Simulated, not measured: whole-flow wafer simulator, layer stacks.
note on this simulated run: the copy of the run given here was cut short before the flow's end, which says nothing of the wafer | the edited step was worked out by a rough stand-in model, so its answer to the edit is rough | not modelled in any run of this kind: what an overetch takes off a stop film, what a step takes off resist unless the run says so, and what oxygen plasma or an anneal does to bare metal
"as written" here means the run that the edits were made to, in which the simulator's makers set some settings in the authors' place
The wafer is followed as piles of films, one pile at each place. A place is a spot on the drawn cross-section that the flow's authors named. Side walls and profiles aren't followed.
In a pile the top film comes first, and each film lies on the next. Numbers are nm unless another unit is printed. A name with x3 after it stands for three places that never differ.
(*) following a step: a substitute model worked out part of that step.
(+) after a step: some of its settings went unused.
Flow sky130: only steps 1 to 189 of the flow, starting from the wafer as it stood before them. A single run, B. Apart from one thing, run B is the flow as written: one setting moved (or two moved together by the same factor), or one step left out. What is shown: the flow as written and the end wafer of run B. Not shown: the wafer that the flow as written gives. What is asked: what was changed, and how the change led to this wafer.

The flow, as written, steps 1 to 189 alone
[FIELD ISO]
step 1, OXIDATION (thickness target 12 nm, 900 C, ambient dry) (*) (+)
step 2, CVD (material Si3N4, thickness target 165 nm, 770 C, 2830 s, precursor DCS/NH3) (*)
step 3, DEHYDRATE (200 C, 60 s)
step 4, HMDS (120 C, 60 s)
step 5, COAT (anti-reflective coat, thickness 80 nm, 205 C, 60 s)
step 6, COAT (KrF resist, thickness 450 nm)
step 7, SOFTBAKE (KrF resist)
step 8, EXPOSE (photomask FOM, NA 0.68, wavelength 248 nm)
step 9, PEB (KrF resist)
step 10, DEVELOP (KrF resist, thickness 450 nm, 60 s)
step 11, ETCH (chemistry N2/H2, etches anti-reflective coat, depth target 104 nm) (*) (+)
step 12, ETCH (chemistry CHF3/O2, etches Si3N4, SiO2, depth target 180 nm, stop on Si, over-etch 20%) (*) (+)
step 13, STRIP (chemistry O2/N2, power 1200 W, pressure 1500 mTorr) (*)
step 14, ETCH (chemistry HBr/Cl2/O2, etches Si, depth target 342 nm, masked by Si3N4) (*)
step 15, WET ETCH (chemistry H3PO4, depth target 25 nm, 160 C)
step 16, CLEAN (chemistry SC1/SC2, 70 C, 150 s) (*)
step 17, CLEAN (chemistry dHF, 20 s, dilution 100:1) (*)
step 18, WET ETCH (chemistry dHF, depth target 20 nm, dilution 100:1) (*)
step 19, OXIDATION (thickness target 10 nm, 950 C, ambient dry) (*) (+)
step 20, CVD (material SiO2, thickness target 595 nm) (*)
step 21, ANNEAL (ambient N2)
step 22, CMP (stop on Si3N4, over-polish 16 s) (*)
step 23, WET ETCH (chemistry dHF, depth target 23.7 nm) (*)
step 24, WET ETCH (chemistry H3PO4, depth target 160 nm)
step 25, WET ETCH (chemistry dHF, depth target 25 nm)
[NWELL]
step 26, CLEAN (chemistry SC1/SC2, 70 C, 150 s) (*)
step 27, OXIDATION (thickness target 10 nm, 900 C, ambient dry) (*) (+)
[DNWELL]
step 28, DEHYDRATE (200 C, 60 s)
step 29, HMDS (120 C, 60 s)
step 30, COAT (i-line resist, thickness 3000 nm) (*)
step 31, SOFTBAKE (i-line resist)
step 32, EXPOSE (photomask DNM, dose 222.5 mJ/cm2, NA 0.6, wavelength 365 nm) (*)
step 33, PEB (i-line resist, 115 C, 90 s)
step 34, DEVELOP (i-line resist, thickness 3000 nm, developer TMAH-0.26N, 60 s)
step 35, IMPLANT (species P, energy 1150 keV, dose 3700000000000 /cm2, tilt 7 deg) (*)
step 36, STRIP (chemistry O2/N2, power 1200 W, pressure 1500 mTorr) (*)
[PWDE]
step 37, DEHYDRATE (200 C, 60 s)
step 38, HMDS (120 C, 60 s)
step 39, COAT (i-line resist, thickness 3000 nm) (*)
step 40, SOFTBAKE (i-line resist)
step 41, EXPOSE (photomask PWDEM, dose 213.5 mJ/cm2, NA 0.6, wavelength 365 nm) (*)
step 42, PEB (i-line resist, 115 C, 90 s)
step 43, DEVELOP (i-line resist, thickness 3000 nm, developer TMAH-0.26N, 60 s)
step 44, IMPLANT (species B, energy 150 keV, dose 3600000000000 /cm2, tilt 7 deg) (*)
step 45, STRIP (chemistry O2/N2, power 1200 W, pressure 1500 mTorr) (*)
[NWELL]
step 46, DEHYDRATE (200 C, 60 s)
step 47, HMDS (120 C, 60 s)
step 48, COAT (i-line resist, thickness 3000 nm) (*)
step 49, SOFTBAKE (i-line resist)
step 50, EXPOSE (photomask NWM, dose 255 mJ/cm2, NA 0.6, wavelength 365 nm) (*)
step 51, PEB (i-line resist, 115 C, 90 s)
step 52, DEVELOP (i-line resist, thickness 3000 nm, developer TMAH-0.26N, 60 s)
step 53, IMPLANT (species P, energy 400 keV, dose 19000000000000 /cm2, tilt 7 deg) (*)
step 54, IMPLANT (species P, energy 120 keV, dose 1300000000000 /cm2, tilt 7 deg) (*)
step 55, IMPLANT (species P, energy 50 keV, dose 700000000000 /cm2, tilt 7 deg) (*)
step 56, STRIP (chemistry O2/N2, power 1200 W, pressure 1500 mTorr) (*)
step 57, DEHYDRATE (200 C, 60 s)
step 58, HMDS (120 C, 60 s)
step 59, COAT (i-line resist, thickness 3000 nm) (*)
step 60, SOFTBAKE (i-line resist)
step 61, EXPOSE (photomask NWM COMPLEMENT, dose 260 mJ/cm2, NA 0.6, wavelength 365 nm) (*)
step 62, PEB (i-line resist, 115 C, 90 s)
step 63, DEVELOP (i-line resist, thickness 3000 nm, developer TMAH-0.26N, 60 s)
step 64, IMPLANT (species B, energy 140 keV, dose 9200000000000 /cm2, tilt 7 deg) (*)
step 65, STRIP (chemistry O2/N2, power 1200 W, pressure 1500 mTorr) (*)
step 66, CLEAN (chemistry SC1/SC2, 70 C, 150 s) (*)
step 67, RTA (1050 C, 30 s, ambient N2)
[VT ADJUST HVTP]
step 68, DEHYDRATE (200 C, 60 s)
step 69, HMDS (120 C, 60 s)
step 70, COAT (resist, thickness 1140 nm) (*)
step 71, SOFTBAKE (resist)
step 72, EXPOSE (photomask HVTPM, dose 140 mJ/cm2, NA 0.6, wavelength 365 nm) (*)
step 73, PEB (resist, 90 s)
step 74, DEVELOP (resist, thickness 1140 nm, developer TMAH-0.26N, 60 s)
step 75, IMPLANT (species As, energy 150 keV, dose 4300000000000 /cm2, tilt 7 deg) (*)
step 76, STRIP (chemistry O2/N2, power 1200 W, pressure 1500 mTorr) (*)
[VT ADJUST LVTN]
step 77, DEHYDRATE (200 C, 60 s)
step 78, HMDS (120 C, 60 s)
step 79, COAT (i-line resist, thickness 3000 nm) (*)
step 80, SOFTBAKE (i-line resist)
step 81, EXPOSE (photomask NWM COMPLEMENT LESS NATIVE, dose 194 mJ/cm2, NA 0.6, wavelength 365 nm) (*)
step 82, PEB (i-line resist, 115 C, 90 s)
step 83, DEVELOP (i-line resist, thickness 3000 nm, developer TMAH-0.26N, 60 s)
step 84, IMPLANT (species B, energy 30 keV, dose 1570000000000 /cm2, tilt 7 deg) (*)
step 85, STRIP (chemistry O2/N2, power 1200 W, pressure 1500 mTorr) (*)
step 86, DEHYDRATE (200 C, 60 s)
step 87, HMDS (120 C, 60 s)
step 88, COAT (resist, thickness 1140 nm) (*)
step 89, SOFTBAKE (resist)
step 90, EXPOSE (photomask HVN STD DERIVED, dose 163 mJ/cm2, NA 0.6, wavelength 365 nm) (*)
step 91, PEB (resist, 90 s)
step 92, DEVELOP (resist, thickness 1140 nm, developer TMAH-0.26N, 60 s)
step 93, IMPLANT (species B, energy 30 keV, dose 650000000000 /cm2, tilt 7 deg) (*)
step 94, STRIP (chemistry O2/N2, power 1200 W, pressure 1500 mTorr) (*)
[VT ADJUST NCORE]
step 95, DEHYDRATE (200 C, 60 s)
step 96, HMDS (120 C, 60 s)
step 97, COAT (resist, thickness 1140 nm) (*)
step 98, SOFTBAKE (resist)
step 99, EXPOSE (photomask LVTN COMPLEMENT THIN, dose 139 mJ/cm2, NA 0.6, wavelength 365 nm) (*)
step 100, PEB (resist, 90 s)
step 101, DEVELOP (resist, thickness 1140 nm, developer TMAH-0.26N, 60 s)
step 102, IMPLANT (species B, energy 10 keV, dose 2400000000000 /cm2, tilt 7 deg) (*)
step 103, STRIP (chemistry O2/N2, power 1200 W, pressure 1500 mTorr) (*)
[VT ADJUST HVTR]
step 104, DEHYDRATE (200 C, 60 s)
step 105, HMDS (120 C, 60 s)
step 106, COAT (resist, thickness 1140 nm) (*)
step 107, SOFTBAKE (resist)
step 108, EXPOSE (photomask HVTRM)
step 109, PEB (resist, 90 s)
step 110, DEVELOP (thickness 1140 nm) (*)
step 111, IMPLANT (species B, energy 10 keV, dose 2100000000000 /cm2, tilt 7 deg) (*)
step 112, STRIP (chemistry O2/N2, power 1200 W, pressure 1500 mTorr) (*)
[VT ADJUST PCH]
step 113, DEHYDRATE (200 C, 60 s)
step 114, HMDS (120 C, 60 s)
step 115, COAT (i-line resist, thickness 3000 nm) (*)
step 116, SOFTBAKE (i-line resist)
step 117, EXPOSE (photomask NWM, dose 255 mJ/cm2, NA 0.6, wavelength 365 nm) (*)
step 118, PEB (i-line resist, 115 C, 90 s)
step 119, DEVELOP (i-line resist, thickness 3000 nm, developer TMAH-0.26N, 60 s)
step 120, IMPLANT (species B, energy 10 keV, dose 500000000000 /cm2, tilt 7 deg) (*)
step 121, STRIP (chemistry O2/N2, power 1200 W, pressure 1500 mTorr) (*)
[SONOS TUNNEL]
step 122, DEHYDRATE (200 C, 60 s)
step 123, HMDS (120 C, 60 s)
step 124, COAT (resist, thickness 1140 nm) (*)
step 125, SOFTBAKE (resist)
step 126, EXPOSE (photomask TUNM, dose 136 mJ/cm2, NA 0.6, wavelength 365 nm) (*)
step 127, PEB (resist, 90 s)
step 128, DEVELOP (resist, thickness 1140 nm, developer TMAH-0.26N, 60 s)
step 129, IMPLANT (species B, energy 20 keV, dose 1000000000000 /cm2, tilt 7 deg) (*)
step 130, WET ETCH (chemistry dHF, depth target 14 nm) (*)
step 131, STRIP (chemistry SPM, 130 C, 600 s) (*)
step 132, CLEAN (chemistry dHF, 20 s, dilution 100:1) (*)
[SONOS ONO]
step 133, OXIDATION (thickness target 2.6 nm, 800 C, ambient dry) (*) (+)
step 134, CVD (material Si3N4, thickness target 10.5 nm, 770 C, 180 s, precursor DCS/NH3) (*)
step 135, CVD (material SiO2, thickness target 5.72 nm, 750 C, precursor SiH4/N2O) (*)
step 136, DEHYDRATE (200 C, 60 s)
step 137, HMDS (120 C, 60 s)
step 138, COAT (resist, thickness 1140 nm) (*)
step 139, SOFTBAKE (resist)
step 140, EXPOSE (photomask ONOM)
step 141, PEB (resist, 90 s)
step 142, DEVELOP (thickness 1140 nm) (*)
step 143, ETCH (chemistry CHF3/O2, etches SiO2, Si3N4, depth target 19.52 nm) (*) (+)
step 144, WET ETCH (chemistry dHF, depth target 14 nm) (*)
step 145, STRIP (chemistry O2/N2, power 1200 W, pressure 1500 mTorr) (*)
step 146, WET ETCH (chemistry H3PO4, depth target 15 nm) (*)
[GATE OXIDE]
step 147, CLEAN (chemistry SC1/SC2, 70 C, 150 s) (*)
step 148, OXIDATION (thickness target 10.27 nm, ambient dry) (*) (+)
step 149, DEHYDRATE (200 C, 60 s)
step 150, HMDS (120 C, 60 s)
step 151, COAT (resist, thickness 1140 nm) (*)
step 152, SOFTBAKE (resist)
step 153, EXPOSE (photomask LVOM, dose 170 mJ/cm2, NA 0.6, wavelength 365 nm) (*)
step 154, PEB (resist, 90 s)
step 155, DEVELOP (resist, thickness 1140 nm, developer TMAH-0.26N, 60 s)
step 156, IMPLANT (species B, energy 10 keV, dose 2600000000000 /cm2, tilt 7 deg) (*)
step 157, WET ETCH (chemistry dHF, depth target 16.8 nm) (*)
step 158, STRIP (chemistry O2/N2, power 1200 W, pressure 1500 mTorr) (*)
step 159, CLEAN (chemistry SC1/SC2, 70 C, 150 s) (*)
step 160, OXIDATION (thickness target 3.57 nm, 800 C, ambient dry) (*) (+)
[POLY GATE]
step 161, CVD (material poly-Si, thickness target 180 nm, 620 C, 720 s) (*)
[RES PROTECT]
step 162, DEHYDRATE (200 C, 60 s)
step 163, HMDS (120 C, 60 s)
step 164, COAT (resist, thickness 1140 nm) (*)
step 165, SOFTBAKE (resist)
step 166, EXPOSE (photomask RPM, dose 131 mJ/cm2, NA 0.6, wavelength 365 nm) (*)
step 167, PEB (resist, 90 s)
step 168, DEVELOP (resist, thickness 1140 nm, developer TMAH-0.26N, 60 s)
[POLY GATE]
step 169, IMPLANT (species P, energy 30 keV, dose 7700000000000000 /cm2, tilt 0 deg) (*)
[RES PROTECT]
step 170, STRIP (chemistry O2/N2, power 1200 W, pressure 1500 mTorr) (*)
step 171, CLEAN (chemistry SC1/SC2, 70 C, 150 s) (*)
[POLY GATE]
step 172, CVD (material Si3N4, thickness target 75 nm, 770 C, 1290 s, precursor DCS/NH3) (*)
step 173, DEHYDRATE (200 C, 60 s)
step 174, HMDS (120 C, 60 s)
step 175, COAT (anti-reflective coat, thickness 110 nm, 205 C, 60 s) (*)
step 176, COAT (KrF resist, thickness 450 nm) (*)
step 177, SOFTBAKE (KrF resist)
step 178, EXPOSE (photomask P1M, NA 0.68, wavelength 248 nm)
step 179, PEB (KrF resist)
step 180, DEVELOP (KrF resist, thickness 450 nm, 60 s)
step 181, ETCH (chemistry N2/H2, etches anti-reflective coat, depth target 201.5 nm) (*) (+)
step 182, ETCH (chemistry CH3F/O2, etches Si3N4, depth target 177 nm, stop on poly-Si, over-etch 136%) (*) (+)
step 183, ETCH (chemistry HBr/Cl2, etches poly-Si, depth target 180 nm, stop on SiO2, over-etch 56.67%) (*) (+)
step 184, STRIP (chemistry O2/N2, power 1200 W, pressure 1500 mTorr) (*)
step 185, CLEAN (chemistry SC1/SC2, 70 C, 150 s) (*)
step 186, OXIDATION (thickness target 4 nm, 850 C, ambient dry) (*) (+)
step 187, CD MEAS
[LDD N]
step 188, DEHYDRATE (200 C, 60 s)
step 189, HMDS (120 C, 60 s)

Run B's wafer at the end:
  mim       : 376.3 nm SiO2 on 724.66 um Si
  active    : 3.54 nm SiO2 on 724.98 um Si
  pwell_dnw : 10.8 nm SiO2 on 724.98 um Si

The reason: step 186, OXIDATION: 815 C was run, while the flow as written has 850 C.

How this came from the change, step by step:
  step 186, OXIDATION (thickness target 4 nm, 850 C, ambient dry) (*) (+)
      active, p_well x4, spacer and 23 more: +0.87 SiO2, -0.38 Si (it would be, as written: +1.55 SiO2, -0.68 Si)
      ndiff_dn: +0.85 SiO2, -0.37 Si (it would be, as written: +1.52 SiO2, -0.67 Si)
